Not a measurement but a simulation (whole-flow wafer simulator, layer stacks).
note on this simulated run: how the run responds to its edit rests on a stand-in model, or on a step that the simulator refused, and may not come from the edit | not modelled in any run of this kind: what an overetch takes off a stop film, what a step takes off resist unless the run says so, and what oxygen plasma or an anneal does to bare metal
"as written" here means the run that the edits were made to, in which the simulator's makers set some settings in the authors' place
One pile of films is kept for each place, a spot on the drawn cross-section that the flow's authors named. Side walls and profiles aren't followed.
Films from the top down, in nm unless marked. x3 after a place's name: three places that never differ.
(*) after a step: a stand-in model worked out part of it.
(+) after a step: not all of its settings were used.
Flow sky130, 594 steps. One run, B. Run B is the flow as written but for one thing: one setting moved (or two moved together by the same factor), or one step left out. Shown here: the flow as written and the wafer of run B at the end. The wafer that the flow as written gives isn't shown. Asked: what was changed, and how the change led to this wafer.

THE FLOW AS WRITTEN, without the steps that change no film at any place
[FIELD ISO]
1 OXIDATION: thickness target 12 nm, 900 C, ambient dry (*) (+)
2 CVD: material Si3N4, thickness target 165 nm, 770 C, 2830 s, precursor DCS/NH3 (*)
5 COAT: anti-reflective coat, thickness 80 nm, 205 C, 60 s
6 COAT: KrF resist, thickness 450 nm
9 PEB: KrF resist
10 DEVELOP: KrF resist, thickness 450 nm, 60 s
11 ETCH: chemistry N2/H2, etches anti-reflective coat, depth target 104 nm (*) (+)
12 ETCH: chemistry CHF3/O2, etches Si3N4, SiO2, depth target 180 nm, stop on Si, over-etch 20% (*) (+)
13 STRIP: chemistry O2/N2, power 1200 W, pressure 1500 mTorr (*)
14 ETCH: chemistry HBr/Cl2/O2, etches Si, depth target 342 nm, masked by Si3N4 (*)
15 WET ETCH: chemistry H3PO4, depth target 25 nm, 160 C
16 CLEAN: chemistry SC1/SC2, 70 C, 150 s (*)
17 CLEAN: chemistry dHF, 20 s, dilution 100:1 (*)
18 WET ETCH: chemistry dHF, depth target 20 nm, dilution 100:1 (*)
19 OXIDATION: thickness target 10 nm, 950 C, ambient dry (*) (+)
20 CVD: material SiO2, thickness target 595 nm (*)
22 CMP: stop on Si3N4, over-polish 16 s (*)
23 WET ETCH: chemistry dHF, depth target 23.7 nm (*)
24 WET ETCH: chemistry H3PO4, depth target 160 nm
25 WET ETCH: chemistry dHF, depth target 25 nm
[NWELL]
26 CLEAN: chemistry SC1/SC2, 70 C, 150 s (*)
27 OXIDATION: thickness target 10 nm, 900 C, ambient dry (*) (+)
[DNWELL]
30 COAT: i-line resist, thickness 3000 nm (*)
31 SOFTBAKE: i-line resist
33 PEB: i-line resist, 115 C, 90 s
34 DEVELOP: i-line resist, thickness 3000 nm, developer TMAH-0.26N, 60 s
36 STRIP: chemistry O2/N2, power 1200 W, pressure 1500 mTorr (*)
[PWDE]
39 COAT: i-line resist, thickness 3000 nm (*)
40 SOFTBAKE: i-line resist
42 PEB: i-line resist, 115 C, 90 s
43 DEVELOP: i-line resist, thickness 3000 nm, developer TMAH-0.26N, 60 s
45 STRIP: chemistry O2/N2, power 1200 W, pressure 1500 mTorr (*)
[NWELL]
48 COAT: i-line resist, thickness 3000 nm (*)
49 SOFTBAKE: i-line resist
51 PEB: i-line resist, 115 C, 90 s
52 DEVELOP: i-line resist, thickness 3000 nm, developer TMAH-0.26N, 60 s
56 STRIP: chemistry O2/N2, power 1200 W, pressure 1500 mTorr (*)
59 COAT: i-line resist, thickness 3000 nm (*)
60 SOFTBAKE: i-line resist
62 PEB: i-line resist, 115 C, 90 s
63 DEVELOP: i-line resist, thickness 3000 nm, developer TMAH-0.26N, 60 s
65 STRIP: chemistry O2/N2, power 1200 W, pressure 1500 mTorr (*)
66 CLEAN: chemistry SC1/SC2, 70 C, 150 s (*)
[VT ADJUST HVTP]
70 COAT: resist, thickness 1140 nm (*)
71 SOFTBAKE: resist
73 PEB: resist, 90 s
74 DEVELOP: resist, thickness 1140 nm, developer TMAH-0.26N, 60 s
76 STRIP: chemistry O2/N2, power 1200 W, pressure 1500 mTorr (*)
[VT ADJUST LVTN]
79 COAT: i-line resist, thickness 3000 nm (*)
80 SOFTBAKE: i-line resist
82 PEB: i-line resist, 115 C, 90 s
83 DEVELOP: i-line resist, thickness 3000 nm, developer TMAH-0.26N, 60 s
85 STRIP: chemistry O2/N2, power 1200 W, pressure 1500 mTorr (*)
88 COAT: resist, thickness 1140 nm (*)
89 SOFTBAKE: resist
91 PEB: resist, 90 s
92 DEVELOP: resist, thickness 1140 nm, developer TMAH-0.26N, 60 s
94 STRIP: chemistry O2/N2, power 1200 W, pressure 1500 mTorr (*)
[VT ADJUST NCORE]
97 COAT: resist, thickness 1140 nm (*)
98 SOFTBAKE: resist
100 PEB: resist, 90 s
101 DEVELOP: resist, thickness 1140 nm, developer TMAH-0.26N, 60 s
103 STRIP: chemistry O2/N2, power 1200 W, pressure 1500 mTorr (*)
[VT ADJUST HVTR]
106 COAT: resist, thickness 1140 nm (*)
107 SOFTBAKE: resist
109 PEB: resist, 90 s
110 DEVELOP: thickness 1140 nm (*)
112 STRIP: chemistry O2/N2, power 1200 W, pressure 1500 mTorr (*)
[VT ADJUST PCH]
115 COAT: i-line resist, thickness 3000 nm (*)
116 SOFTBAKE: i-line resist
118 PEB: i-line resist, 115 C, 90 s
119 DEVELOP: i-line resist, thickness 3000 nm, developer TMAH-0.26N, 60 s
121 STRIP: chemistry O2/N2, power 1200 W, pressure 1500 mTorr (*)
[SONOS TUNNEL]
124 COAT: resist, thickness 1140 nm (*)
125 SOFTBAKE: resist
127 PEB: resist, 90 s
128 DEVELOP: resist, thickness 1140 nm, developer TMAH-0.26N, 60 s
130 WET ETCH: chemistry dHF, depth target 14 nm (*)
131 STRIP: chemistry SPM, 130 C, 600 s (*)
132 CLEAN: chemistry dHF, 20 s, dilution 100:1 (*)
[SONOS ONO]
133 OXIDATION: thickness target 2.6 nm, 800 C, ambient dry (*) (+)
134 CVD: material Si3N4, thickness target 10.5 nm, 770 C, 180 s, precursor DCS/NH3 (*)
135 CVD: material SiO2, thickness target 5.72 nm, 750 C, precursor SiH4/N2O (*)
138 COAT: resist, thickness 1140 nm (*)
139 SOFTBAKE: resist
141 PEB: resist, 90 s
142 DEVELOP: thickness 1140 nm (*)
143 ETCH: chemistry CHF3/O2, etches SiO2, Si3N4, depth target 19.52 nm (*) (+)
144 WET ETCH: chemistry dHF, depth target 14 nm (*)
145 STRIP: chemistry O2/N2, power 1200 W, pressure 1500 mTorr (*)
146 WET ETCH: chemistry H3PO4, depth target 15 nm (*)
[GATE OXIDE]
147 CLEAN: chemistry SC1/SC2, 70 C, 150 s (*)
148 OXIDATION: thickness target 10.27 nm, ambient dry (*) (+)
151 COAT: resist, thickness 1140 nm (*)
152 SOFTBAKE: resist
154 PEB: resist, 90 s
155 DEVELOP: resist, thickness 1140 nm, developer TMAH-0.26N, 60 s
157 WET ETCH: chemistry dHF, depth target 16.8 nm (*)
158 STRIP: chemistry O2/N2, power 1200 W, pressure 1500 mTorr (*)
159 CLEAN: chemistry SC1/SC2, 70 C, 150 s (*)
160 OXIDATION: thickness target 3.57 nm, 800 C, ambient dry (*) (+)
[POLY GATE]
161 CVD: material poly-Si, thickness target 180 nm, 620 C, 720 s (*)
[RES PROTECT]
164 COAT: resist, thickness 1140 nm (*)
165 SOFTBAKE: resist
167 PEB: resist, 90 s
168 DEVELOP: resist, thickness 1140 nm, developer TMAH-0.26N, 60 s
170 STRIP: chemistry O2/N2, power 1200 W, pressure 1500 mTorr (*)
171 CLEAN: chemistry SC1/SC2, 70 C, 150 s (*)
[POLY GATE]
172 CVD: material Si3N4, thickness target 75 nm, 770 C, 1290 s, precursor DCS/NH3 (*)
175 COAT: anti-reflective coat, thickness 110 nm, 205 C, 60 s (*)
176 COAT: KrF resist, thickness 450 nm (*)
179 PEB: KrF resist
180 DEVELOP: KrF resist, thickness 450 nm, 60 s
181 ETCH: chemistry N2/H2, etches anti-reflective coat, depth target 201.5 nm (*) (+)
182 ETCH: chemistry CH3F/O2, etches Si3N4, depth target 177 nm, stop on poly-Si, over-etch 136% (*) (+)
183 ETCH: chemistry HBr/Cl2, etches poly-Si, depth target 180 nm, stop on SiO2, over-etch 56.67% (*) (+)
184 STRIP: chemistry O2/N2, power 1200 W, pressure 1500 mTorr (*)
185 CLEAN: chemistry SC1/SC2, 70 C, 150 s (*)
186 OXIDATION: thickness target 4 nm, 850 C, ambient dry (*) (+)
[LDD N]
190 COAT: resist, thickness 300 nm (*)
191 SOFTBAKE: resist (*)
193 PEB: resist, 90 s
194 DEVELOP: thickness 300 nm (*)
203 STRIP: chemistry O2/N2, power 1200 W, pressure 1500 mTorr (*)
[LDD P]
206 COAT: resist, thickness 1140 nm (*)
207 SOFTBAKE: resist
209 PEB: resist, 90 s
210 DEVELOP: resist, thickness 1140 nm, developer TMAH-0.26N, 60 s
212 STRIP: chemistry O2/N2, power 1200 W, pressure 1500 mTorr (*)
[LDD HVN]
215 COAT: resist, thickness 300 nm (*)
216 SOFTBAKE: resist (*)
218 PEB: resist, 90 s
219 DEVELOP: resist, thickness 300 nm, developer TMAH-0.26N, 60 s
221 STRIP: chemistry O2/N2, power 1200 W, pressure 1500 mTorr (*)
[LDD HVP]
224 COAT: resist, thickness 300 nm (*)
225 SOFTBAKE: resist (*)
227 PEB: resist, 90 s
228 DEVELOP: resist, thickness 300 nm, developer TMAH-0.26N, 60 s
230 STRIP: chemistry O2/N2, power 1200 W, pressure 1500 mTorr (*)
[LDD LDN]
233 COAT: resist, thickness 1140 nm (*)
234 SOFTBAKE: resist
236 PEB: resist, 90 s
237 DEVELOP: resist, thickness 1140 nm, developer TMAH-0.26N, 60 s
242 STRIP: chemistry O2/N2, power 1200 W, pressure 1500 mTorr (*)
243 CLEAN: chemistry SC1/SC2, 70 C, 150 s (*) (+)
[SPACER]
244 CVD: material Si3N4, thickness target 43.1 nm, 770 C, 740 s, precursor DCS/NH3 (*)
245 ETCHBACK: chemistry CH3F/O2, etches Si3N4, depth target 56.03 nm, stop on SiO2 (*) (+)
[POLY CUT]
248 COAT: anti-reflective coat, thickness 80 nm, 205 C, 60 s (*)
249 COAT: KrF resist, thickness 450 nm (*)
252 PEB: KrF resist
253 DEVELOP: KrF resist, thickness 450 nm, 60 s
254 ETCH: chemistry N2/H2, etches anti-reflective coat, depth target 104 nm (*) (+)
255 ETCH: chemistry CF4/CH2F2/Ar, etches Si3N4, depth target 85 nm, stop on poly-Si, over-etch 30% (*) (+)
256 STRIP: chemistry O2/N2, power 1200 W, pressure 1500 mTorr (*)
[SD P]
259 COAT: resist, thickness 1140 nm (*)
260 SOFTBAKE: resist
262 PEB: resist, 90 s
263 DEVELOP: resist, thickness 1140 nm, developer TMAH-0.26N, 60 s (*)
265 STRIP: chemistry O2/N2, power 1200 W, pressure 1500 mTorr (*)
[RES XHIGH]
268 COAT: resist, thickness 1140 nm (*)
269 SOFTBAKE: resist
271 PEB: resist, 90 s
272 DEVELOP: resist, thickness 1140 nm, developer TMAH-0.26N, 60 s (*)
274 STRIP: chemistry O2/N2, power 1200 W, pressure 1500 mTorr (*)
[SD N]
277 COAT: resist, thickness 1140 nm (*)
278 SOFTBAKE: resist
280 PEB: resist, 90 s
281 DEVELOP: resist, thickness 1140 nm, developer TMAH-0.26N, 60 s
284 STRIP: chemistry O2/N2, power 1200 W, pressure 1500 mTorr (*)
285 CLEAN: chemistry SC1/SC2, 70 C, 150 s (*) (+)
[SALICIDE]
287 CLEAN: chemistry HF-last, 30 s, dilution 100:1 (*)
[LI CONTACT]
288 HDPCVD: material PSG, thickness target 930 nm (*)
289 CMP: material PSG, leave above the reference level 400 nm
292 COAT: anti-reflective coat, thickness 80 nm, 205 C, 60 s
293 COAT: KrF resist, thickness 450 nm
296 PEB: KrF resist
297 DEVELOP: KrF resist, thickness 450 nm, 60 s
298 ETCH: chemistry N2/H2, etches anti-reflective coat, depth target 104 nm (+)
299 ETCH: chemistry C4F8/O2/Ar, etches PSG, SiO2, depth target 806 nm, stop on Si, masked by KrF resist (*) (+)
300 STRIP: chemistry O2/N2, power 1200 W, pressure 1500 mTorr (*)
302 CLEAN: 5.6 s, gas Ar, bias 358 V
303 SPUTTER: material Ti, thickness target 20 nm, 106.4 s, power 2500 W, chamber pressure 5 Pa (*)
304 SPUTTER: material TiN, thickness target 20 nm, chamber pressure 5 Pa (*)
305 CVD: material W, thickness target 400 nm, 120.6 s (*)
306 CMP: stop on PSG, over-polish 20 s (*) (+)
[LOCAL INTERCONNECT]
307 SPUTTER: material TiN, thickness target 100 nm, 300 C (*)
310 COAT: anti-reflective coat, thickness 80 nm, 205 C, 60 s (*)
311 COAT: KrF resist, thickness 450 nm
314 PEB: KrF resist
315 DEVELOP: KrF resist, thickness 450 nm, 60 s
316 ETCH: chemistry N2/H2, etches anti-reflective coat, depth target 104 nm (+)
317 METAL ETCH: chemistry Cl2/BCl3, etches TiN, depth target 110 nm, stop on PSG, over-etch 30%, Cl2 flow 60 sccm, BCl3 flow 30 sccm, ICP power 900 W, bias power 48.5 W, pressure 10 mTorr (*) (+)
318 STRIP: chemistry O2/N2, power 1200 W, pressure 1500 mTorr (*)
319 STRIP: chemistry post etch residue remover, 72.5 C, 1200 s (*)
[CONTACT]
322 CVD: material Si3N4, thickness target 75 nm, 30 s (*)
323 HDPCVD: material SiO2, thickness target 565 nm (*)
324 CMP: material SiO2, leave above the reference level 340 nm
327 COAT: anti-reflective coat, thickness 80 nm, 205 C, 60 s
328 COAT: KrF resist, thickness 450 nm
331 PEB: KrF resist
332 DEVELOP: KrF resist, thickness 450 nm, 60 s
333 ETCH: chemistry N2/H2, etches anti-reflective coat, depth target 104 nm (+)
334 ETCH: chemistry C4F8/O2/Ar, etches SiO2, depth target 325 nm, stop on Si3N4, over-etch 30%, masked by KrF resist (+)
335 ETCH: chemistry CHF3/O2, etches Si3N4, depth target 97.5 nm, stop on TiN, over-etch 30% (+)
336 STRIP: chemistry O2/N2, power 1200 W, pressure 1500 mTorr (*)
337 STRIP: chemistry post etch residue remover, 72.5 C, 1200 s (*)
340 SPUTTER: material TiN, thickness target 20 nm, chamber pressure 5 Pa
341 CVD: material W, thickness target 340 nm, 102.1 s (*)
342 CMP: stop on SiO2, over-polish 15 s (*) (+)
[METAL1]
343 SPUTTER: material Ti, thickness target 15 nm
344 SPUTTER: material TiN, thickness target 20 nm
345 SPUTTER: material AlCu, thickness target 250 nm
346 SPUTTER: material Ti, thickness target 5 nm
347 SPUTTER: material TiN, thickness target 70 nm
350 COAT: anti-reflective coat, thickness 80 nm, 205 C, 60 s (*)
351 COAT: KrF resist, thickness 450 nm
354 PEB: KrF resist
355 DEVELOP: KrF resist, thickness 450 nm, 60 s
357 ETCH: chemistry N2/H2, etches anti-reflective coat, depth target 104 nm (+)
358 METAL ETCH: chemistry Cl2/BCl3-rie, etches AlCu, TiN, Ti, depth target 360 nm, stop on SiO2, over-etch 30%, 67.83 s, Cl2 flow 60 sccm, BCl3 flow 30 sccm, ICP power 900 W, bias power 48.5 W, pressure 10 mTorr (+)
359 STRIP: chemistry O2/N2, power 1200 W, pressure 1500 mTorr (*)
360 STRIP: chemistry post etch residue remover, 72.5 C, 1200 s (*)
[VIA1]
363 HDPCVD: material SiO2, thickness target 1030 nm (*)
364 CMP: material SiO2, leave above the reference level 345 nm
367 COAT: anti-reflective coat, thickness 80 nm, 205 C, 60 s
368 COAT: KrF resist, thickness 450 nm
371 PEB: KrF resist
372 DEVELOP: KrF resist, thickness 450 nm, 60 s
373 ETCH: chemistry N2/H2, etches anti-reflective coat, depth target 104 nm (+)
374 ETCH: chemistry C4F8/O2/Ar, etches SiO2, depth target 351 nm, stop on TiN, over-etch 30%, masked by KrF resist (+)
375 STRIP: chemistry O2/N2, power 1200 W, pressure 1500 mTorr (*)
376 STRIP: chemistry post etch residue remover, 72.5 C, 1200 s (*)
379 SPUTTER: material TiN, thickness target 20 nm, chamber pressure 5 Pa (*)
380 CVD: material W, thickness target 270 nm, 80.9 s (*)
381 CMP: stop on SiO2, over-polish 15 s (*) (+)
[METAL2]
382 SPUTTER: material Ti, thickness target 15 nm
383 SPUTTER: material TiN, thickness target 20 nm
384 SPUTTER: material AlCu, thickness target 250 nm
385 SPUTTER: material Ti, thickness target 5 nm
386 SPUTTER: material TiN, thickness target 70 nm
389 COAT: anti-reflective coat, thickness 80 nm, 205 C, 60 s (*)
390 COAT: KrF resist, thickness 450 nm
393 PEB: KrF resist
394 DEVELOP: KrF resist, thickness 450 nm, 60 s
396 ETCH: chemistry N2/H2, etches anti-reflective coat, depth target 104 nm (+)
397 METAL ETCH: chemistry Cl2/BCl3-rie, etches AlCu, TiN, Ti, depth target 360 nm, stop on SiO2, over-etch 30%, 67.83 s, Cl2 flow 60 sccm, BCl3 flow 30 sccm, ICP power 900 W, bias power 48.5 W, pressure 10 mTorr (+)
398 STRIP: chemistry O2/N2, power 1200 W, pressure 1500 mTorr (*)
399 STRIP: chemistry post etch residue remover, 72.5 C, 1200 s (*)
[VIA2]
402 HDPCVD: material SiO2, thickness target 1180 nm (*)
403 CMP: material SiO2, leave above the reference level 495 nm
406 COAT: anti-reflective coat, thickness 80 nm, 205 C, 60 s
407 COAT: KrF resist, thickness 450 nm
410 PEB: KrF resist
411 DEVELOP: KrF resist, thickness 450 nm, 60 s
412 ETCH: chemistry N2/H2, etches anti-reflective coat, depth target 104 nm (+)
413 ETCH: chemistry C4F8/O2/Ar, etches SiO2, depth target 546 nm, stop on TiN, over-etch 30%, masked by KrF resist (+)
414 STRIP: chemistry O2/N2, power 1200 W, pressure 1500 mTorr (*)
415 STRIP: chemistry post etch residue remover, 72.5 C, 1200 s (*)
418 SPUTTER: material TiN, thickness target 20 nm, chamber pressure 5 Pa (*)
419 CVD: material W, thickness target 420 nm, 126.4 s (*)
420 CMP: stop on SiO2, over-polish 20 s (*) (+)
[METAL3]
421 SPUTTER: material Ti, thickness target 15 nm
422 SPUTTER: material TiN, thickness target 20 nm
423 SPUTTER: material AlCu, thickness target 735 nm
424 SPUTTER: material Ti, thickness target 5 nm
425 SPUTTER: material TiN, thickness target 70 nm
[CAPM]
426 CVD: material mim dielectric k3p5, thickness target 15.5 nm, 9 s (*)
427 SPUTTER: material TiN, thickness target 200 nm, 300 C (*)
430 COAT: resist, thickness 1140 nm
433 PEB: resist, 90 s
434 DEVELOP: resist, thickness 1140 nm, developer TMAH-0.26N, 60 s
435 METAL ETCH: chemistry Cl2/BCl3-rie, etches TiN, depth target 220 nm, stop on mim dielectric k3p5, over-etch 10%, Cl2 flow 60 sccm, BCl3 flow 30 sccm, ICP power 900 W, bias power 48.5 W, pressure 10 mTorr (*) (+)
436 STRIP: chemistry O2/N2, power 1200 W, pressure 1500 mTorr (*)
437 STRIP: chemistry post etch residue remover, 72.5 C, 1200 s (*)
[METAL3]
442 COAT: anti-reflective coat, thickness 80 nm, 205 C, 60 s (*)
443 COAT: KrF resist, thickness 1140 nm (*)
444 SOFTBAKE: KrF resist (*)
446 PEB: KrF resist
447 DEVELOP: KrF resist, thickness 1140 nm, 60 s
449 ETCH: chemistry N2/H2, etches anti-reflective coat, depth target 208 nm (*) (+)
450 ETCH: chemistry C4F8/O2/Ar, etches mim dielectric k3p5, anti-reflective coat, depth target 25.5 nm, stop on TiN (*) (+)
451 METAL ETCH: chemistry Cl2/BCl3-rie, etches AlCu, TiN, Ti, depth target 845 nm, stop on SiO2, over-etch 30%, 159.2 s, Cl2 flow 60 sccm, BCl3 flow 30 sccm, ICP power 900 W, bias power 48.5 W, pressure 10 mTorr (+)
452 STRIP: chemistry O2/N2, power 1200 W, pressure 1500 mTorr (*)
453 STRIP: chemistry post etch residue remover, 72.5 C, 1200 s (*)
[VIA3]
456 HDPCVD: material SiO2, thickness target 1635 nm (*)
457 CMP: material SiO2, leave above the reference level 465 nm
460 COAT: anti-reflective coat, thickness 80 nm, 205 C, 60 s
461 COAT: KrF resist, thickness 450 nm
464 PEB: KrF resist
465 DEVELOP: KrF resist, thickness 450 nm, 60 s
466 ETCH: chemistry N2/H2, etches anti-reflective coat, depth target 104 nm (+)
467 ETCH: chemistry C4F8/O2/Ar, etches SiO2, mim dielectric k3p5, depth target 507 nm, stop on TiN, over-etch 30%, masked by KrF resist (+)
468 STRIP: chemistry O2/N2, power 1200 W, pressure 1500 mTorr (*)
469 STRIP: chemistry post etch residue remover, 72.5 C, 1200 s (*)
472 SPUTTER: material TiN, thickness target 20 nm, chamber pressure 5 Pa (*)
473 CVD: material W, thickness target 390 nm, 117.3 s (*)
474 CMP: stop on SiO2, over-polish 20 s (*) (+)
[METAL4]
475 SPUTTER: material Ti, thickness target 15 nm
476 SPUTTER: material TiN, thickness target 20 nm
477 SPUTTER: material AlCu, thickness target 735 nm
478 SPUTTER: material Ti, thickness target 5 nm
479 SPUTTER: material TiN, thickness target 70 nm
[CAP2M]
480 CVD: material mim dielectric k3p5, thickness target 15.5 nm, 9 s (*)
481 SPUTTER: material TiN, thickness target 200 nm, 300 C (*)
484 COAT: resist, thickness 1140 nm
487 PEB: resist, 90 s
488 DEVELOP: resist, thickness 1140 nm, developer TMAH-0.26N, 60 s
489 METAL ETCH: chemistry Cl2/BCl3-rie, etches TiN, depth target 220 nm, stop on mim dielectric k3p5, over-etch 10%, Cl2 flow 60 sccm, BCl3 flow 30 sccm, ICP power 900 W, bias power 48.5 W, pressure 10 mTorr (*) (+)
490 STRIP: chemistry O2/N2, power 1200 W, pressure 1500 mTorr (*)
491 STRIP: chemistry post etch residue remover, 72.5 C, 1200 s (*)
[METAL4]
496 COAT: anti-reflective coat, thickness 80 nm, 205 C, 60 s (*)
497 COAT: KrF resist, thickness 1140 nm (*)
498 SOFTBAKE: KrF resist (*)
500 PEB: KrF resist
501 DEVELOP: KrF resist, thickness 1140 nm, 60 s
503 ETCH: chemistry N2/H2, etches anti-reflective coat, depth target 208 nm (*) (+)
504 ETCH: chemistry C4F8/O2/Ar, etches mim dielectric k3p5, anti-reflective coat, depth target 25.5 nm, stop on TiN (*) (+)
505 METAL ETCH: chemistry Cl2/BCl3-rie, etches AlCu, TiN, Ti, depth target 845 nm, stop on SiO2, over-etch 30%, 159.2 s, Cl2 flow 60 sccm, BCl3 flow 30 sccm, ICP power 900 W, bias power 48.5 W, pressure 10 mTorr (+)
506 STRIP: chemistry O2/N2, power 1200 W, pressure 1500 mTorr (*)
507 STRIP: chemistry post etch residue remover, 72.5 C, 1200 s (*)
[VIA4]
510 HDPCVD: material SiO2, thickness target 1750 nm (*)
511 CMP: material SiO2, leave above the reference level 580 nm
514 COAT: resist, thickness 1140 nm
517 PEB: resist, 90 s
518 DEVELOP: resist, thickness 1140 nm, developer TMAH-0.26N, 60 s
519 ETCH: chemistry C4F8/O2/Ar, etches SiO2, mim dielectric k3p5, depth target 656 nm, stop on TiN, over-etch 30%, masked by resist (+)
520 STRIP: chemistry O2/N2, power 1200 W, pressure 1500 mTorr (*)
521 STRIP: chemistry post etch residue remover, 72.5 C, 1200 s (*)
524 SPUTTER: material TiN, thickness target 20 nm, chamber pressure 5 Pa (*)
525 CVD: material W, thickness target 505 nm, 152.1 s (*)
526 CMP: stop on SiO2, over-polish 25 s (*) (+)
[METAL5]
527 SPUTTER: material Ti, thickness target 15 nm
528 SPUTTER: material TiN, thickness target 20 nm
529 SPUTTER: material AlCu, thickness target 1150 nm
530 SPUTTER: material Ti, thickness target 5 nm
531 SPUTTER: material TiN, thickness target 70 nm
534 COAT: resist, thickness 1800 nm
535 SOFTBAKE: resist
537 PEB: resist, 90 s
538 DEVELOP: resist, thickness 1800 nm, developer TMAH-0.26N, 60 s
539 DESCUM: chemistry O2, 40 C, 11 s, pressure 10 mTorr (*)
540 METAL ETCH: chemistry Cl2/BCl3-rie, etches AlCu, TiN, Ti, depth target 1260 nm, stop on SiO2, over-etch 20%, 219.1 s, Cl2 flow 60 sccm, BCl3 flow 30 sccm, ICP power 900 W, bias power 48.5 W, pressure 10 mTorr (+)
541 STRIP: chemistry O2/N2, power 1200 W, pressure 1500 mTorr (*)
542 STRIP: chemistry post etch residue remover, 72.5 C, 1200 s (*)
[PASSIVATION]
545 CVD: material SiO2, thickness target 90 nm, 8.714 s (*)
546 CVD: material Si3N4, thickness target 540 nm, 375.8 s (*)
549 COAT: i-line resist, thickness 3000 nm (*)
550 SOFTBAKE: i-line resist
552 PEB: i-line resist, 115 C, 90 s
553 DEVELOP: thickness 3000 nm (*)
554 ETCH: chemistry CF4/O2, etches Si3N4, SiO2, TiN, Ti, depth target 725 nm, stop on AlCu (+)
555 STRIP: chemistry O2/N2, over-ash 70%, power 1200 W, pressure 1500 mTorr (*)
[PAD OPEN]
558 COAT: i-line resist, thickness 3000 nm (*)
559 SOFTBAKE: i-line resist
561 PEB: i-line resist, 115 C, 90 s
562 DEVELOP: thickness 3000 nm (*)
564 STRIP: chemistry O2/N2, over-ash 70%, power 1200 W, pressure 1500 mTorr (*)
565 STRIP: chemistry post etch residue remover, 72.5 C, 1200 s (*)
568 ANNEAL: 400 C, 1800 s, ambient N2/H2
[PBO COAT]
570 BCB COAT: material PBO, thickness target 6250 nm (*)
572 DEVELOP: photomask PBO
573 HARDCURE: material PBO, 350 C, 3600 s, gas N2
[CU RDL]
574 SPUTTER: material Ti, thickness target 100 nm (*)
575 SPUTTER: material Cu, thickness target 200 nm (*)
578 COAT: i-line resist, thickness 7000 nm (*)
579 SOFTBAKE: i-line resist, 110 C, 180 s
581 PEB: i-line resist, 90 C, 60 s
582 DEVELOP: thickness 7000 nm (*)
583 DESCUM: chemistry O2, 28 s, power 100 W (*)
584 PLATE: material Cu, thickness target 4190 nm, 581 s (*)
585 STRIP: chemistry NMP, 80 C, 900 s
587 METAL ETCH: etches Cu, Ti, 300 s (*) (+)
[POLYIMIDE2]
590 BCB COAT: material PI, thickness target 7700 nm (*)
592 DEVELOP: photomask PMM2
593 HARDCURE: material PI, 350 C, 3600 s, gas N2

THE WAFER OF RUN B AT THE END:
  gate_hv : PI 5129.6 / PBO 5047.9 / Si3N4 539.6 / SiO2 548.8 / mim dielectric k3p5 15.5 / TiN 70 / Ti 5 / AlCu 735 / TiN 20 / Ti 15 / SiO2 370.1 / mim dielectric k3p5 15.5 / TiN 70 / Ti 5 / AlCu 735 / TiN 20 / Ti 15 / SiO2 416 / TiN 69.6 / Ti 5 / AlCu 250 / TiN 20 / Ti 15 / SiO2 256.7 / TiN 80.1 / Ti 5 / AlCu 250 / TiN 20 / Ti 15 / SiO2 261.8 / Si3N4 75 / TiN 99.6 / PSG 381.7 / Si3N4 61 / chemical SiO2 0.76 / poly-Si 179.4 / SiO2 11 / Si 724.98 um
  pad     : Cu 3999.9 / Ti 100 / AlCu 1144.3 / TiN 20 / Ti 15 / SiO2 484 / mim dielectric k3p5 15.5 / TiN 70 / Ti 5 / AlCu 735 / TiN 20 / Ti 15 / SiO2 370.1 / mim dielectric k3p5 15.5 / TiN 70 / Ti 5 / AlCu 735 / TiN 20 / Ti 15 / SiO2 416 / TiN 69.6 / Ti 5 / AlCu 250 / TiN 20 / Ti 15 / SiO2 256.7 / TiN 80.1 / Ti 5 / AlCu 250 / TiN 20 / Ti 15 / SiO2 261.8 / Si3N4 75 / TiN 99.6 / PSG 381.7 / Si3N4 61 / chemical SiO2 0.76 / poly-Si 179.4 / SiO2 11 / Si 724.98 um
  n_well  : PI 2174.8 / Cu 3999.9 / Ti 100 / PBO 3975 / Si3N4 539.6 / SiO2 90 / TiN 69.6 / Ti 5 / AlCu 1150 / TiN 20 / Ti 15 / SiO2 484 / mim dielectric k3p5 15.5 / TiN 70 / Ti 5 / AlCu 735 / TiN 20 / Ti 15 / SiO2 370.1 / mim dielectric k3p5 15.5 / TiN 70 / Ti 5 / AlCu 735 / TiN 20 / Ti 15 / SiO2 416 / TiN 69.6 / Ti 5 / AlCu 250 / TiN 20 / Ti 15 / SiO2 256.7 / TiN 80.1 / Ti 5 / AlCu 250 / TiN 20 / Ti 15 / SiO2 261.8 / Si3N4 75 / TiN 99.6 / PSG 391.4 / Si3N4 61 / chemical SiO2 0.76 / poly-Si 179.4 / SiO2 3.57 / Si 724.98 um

The cause: step 347, SPUTTER: thickness target 80.5 nm was run, where the flow has thickness target 70 nm.

How the change led to this, step by step:
  347 SPUTTER: material TiN, thickness target 70 nm
      field, active, n_well and 188 more: TiN +80.5 (new film) (as written it would be: TiN +70 (new film))
  358 METAL ETCH: chemistry Cl2/BCl3-rie, etches AlCu, TiN, Ti, depth target 360 nm, stop on SiO2, over-etch 30%, 67.83 s, Cl2 flow 60 sccm, BCl3 flow 30 sccm, ICP power 900 W, bias power 48.5 W, pressure 10 mTorr (+)
      field, active, gate and 81 more: TiN -79.2 (all of it), Ti -5 (all of it), AlCu -250 (all of it), TiN -20 (all of it), Ti -15 (all of it), SiO2 -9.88 (as written it would be: TiN -68.7 (all of it), Ti -5 (all of it), AlCu -250 (all of it), TiN -20 (all of it), Ti -15 (all of it), SiO2 -10.9)
  374 ETCH: chemistry C4F8/O2/Ar, etches SiO2, depth target 351 nm, stop on TiN, over-etch 30%, masked by KrF resist (+)
      field, active, n_well and 186 more: KrF resist -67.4 (as written it would be: KrF resist -70.1)
      m1, via1_hole: SiO2 -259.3 (all of it) (as written it would be: SiO2 -269.8 (all of it))
